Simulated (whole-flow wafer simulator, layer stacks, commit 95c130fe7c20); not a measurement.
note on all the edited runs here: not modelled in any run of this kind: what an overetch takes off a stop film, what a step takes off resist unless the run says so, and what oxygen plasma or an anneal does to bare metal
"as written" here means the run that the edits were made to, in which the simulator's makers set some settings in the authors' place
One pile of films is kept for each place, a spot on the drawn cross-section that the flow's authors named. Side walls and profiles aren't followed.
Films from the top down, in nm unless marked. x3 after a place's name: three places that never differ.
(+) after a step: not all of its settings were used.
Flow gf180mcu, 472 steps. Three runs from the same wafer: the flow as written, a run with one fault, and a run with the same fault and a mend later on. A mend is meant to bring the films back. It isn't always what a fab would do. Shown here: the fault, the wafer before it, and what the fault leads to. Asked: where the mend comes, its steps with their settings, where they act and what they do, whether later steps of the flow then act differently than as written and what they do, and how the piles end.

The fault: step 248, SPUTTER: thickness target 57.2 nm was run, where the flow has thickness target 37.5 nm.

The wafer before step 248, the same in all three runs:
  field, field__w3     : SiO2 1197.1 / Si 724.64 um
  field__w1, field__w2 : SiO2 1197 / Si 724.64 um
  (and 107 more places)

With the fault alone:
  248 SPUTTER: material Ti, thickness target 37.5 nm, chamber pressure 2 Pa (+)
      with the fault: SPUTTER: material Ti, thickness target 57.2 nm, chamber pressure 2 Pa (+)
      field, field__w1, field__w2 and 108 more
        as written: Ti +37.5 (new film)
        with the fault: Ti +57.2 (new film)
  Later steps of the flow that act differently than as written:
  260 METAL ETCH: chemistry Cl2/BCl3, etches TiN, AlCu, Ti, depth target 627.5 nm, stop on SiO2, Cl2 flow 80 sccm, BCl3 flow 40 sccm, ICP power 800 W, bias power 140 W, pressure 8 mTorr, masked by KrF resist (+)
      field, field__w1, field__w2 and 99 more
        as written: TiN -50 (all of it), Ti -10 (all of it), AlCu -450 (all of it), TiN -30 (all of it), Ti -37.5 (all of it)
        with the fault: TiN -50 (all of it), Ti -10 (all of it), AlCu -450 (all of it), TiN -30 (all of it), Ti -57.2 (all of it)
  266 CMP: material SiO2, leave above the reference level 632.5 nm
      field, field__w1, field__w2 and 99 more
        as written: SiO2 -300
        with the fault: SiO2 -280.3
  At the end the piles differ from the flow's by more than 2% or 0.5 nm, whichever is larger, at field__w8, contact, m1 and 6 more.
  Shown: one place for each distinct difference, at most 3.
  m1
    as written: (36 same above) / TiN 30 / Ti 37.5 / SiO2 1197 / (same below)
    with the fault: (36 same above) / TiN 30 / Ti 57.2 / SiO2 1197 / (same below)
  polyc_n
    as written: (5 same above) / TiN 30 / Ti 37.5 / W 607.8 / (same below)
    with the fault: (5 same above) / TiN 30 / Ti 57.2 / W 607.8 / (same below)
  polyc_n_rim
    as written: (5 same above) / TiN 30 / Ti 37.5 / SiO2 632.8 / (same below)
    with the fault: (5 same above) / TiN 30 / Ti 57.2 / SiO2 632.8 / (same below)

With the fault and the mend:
  The mend comes after step 248.
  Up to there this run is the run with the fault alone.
  248a METAL ETCH: chemistry Cl2/BCl3, etches TiN, AlCu, Ti, depth target 19.7 nm, Cl2 flow 80 sccm, BCl3 flow 40 sccm, ICP power 800 W, bias power 140 W, pressure 8 mTorr
      field, field__w1, field__w2 and 108 more
        Ti -19.7
  No later step of the flow acts differently than as written at any place that is followed.
  At the end the piles are the same as the flow's at every place that both follow.
